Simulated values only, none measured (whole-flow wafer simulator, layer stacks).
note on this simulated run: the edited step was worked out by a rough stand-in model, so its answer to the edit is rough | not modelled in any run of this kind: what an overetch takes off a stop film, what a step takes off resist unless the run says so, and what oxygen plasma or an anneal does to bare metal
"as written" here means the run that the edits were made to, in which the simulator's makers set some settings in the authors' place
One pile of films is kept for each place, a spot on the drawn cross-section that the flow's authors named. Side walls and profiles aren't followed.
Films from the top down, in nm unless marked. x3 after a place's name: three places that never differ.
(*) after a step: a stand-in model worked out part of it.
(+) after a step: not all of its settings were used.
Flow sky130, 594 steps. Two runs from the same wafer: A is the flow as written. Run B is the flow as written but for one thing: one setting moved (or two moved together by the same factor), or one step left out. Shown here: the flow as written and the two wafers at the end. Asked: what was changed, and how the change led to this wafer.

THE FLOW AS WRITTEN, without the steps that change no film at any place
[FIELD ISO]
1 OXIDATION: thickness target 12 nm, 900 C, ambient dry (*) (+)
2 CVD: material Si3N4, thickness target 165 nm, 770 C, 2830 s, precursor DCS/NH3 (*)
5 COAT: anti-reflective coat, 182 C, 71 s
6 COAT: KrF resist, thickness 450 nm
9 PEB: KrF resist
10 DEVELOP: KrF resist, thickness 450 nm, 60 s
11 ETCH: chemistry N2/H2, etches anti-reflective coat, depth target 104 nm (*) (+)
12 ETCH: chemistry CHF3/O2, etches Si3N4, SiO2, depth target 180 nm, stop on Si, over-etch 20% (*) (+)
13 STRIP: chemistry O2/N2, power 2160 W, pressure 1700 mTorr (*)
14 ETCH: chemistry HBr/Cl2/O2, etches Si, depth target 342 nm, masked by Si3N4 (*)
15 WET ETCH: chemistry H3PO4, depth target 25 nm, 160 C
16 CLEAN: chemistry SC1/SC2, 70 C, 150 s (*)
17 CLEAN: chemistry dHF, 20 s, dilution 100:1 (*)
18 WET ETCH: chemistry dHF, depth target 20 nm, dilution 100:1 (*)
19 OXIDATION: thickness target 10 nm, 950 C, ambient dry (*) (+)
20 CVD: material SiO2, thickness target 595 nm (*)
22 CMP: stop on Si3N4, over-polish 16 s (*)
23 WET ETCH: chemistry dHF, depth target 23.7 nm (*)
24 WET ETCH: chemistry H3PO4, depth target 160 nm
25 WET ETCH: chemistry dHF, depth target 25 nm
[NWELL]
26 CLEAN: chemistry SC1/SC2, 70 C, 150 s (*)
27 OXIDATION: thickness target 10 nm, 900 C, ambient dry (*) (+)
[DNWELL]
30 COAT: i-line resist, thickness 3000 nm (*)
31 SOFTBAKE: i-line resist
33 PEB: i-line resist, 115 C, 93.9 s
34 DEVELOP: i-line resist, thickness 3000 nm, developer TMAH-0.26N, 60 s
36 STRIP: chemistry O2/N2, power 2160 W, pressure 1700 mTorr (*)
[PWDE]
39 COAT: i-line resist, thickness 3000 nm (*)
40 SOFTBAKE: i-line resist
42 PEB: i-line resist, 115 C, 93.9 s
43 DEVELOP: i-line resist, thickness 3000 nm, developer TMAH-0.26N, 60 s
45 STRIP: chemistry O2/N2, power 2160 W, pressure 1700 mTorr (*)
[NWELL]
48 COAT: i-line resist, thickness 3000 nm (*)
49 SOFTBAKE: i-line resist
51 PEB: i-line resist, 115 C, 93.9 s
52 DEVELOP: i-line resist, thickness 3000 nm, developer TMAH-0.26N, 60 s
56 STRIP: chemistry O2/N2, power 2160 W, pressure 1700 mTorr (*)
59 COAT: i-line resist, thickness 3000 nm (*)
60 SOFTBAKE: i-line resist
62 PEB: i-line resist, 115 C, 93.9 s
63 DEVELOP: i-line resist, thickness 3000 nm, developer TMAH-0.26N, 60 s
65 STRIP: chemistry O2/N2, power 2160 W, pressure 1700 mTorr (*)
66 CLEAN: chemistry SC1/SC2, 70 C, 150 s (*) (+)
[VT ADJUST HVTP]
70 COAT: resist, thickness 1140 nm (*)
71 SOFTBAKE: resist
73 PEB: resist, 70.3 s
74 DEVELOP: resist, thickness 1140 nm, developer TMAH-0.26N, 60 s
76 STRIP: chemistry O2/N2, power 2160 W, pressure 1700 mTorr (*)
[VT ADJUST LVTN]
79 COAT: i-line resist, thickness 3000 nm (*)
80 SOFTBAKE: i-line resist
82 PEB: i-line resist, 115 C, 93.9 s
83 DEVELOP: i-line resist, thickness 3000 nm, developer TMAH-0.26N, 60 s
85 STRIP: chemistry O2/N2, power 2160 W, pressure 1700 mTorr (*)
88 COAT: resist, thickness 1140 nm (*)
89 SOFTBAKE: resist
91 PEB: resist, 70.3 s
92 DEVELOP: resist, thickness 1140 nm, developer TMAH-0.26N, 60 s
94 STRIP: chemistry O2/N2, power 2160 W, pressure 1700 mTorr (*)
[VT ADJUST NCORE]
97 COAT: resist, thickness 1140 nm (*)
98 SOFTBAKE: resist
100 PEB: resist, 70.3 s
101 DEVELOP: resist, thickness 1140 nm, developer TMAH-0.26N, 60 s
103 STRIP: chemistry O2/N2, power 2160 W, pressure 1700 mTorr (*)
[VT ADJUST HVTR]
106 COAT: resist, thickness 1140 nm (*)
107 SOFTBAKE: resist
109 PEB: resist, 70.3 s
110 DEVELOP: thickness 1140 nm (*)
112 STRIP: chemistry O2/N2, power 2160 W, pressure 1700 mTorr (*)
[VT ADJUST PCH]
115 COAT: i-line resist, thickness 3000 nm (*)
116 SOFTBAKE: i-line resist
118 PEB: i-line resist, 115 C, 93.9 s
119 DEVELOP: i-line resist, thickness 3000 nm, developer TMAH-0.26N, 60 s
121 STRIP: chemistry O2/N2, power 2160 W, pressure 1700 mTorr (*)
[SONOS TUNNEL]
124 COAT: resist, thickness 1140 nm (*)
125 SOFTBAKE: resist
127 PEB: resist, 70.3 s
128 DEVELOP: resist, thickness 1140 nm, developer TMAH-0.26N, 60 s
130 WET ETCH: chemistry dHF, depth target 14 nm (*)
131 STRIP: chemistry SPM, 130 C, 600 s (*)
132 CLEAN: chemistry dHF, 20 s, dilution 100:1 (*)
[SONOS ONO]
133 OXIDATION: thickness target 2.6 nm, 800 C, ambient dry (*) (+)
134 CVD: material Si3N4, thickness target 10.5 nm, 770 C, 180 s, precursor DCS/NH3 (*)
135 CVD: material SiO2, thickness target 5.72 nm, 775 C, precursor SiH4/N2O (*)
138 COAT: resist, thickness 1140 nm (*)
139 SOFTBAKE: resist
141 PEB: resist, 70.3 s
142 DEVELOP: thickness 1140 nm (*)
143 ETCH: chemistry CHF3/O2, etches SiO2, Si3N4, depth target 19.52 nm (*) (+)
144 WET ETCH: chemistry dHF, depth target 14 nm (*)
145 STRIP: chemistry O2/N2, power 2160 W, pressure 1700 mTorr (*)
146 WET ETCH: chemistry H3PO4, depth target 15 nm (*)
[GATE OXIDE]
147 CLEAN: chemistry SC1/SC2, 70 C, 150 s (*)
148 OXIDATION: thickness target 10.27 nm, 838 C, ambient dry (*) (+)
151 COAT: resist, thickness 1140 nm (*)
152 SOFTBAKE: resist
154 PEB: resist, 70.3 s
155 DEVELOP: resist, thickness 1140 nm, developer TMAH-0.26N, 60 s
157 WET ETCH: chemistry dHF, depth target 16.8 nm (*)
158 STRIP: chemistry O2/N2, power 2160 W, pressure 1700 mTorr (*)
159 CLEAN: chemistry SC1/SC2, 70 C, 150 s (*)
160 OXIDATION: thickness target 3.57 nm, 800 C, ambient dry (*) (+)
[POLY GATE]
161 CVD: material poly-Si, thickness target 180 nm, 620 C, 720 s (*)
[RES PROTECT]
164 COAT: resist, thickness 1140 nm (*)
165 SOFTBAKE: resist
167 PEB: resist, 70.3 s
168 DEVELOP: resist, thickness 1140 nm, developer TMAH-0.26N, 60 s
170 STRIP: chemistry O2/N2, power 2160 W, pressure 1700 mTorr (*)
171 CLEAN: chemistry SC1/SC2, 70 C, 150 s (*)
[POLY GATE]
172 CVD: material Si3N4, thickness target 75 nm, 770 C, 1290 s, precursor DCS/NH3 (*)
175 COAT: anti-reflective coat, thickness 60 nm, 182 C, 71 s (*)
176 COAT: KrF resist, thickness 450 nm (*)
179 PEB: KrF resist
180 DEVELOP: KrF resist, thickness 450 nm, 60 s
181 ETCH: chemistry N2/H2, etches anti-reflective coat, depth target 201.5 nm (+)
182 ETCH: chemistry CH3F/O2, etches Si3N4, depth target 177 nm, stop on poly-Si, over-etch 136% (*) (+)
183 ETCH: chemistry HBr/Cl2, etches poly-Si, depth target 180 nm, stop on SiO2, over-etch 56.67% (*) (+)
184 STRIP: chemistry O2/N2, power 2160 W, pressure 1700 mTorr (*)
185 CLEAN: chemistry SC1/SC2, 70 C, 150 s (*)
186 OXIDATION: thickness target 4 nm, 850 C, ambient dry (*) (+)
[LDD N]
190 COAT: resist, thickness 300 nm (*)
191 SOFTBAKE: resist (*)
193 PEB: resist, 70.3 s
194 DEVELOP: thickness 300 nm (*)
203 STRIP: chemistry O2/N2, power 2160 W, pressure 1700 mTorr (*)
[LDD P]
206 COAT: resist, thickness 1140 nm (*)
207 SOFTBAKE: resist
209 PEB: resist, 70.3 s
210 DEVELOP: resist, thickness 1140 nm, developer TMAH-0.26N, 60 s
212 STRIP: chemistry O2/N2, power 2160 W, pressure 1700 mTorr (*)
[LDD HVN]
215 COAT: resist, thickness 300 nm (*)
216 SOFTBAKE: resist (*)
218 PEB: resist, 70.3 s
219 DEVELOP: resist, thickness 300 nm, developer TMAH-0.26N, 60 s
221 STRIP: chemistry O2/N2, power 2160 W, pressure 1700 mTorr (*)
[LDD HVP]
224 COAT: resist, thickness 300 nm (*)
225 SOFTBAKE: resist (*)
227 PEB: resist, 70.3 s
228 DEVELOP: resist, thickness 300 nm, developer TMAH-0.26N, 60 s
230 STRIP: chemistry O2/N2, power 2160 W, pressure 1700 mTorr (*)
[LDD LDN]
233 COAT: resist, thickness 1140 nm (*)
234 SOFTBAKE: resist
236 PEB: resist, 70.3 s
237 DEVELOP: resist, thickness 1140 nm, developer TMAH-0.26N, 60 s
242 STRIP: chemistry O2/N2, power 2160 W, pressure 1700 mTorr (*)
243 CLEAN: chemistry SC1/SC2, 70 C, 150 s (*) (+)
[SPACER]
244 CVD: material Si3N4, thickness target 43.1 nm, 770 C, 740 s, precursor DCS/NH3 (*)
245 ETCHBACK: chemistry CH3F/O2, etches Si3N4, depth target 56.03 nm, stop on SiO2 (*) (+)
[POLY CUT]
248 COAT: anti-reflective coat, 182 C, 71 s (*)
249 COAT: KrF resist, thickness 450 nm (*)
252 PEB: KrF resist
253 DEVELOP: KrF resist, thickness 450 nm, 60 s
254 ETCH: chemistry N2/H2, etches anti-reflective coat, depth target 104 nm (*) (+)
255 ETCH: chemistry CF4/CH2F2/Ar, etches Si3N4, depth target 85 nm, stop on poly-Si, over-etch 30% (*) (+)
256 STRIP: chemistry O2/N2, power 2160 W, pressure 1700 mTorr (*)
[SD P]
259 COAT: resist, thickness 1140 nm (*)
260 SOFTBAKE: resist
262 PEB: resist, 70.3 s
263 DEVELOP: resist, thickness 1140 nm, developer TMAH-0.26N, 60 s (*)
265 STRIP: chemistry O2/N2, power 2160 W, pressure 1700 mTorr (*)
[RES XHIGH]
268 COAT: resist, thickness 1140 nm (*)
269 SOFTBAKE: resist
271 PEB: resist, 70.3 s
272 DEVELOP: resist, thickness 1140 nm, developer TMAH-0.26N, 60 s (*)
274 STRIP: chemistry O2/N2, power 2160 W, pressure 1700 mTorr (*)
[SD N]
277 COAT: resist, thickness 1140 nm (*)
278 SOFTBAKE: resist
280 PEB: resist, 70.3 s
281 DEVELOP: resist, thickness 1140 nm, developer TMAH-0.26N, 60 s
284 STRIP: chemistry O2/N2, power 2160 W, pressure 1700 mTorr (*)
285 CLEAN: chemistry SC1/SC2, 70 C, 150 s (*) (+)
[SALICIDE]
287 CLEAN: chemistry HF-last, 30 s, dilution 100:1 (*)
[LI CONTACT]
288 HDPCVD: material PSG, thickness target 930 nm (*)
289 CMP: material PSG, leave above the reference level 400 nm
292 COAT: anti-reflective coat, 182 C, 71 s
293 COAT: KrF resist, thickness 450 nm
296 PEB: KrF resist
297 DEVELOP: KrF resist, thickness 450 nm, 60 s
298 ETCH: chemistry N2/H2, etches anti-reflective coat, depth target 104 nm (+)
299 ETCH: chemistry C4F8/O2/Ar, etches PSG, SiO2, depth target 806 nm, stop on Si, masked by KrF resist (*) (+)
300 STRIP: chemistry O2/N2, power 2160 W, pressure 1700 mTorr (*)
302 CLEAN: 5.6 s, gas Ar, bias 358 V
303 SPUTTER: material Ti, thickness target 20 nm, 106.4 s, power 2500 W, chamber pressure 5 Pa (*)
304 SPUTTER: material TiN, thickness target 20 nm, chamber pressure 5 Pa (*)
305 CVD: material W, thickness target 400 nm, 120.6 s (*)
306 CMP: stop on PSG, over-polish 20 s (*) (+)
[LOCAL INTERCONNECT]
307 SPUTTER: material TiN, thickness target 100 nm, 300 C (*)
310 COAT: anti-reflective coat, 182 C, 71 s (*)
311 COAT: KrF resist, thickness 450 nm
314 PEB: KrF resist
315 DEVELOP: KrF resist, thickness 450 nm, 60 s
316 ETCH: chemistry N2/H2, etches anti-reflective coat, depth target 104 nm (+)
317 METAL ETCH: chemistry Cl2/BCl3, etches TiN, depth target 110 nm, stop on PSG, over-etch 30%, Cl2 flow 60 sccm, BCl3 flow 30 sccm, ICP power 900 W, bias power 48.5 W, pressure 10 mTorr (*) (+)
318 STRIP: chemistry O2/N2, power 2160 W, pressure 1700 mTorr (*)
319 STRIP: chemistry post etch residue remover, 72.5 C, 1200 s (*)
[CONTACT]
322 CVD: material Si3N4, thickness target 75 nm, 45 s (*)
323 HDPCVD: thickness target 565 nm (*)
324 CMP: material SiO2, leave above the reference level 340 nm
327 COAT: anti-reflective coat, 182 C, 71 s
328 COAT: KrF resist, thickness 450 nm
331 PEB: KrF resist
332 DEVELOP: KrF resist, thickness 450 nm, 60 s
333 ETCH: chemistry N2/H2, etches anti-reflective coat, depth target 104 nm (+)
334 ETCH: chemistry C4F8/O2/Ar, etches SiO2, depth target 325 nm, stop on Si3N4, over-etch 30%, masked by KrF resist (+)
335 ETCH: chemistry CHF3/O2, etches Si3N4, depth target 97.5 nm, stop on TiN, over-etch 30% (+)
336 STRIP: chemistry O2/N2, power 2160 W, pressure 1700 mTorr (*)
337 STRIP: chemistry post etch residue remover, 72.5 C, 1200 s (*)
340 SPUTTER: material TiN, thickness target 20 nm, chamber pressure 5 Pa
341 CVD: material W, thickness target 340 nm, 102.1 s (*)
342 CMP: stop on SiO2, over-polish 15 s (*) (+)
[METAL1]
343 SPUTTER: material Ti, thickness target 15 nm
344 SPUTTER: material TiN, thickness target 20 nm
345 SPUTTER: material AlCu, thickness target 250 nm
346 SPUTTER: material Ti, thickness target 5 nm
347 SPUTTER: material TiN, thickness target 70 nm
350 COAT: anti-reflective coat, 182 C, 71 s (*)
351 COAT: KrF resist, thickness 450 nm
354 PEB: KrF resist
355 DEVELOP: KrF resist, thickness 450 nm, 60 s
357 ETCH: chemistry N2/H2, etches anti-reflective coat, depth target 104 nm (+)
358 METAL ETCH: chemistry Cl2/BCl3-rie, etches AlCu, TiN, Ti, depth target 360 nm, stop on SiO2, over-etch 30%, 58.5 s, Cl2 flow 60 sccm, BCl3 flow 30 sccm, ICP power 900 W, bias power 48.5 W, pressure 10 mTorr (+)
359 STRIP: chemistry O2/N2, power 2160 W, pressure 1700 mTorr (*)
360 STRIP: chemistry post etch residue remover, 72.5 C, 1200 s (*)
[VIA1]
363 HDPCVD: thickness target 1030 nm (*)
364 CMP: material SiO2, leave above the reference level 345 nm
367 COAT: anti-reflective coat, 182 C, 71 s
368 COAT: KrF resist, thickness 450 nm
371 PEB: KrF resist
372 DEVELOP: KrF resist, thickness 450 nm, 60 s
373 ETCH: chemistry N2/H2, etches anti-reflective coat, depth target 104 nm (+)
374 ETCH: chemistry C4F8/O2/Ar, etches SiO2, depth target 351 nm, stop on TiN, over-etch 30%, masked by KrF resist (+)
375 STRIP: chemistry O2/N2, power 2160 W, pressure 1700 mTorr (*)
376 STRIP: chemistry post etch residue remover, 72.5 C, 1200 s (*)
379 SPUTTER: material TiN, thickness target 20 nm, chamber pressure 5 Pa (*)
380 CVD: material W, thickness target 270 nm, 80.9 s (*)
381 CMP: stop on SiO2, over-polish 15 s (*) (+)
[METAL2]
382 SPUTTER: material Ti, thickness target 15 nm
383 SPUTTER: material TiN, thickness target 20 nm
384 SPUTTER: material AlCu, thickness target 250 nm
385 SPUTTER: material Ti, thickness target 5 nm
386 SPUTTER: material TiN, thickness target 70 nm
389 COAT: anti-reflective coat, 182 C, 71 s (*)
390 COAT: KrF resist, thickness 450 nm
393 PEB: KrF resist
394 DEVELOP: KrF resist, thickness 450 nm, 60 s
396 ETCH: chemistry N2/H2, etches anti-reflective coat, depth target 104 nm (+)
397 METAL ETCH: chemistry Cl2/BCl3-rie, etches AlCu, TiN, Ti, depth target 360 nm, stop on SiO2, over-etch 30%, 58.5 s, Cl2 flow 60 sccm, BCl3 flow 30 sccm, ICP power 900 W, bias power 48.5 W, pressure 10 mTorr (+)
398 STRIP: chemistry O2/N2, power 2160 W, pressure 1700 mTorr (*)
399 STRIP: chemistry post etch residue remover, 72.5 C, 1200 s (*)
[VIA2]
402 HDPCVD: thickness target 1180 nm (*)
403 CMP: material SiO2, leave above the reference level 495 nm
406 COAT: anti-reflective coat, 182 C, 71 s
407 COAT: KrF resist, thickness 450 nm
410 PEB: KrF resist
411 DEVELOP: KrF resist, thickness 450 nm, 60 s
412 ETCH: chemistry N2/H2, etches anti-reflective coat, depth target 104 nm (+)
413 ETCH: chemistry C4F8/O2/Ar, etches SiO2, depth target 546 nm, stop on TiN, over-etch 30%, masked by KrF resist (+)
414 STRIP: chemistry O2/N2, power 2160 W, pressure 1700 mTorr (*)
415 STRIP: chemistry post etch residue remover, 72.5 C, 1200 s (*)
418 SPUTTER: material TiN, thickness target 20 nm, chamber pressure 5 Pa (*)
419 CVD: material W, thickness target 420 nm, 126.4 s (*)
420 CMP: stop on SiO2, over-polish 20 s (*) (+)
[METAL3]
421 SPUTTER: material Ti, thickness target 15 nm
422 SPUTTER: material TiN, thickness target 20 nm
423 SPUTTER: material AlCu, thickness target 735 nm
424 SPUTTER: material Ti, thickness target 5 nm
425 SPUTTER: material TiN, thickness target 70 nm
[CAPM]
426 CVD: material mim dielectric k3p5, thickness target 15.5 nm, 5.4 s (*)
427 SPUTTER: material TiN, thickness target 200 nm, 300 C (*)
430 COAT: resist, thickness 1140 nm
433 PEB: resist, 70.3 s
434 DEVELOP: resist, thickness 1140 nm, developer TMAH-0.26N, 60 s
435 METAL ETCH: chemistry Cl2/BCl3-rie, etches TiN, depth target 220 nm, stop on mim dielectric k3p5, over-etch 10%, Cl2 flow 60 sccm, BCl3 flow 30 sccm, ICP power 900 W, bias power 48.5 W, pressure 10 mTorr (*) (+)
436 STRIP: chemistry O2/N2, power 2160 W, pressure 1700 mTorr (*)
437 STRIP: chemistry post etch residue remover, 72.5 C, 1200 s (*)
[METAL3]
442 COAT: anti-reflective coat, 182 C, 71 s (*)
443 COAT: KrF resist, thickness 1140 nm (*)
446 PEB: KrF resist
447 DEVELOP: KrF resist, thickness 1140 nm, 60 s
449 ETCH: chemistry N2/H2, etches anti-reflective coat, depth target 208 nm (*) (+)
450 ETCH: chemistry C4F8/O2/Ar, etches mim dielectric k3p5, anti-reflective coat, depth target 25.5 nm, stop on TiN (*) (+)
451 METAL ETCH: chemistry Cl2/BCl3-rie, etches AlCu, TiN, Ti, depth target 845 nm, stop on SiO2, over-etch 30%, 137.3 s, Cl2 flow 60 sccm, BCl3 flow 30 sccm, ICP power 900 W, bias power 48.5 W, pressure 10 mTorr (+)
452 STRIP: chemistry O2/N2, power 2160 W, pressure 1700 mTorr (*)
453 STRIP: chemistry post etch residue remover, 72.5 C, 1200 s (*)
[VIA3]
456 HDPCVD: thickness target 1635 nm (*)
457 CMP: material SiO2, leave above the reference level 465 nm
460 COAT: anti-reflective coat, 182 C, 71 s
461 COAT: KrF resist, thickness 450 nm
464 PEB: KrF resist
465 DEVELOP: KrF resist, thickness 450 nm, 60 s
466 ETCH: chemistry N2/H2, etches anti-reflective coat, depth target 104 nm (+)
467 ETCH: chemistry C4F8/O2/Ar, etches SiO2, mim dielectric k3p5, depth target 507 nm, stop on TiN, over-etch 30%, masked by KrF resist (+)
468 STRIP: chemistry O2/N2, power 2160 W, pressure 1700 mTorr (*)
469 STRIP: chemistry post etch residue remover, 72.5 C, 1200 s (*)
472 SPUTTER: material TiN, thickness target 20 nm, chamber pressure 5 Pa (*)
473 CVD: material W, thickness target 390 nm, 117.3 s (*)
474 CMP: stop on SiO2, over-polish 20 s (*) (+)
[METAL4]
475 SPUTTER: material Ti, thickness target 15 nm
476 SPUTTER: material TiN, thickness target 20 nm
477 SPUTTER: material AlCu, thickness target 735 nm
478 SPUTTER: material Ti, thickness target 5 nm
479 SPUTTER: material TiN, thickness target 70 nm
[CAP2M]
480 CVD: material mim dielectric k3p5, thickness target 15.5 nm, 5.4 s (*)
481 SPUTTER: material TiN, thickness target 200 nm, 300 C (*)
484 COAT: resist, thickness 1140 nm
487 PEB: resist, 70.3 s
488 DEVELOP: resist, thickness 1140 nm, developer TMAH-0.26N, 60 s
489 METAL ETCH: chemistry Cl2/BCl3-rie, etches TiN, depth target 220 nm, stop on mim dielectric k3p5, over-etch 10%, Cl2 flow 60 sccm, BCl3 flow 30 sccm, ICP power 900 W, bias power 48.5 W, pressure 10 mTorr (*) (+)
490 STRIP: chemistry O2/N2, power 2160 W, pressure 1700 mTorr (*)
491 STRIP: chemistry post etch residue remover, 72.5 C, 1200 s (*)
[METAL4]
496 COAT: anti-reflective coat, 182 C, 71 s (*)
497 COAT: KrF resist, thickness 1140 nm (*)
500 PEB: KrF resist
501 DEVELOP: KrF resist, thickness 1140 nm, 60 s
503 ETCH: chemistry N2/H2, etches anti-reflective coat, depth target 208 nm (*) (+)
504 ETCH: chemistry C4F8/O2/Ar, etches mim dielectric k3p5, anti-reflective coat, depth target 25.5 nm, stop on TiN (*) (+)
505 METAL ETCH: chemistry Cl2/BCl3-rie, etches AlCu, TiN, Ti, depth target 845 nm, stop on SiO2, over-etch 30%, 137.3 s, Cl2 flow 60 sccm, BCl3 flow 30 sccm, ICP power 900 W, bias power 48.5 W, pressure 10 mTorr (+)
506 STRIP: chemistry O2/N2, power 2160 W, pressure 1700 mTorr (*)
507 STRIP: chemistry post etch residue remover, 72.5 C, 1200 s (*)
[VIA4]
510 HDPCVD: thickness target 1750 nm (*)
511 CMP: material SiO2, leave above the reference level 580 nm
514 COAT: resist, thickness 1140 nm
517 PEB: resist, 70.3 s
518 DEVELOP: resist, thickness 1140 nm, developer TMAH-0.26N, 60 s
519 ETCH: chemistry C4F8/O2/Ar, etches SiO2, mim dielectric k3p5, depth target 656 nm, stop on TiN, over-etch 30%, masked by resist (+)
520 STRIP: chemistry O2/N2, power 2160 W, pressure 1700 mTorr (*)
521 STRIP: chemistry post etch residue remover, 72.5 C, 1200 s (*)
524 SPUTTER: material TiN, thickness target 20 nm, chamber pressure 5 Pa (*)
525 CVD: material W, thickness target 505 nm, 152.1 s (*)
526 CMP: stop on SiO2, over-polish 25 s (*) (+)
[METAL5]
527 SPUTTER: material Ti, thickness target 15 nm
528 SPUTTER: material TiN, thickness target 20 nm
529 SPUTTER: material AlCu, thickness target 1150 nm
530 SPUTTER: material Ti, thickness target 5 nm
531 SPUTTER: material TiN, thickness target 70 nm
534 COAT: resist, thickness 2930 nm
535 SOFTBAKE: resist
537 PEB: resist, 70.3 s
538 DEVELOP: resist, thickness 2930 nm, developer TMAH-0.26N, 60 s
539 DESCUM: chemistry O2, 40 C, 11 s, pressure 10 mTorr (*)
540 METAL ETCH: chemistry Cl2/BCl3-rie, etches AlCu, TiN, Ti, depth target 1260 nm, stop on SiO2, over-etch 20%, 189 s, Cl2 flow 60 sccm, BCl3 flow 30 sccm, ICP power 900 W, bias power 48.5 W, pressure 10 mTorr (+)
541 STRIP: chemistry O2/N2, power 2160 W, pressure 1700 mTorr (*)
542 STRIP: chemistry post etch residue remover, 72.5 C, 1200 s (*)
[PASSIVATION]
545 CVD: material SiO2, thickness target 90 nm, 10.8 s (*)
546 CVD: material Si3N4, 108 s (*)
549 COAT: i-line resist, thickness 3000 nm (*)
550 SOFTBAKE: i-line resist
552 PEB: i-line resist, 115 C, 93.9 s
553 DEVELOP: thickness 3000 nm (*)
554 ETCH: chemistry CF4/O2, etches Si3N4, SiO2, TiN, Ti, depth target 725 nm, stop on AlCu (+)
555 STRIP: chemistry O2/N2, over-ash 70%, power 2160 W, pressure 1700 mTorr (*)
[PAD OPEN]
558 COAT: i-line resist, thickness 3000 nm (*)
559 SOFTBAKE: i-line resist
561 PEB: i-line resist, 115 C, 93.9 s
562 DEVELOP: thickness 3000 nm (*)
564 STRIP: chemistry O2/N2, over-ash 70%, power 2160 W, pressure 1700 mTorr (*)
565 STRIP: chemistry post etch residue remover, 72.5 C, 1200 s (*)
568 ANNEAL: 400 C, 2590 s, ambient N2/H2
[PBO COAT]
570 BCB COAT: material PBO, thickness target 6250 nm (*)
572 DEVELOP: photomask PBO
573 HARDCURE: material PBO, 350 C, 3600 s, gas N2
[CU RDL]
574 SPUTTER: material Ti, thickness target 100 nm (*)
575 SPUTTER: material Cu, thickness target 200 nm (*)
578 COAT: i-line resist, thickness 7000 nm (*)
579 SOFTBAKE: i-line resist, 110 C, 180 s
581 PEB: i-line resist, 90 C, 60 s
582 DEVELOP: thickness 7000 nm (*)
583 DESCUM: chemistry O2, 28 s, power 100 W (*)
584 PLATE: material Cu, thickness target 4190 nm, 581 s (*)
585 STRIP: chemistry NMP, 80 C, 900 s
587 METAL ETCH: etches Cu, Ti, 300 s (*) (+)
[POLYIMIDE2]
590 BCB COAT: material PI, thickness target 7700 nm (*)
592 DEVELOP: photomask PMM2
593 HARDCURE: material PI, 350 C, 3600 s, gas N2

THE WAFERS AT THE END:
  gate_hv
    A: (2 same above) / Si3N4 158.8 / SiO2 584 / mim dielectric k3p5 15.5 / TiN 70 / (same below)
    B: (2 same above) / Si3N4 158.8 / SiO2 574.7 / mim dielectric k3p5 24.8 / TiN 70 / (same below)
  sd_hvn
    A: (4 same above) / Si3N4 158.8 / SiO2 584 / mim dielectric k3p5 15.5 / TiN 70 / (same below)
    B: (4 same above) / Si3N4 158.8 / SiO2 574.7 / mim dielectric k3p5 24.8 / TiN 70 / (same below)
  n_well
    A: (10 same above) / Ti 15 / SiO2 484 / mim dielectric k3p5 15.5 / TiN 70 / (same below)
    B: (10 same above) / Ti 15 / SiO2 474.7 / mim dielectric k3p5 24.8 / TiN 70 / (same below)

The cause: step 480, CVD: thickness target 24.8 nm was run, where the flow has thickness target 15.5 nm; step 480, CVD: 8.64 s was run, where the flow has 5.4 s.
It can be read off the wafer: gate_hv has mim dielectric k3p5 24.8, and step 480 as written asks for 15.5 nm.

How the change led to this, step by step:
  480 CVD: material mim dielectric k3p5, thickness target 15.5 nm, 5.4 s (*)
      field, active, n_well and 189 more: A mim dielectric k3p5 +15.5 (new film) | B mim dielectric k3p5 +24.8 (new film)
  504 ETCH: chemistry C4F8/O2/Ar, etches mim dielectric k3p5, anti-reflective coat, depth target 25.5 nm, stop on TiN (*) (+)
      n_well, p_well, gate_hv and 102 more: A KrF resist -15.5 | B KrF resist -17
      field, active, gate and 85 more: A mim dielectric k3p5 -15.5 (all of it) | B mim dielectric k3p5 -24.8 (all of it)
  519 ETCH: chemistry C4F8/O2/Ar, etches SiO2, mim dielectric k3p5, depth target 656 nm, stop on TiN, over-etch 30%, masked by resist (+)
      m1: A SiO2 -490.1 (all of it), mim dielectric k3p5 -15.5 (all of it) | B SiO2 -480.8 (all of it), mim dielectric k3p5 -24.8 (all of it)
      via4_hole: A SiO2 -489.5 (all of it), mim dielectric k3p5 -15.5 (all of it) | B SiO2 -480.2 (all of it), mim dielectric k3p5 -24.8 (all of it)
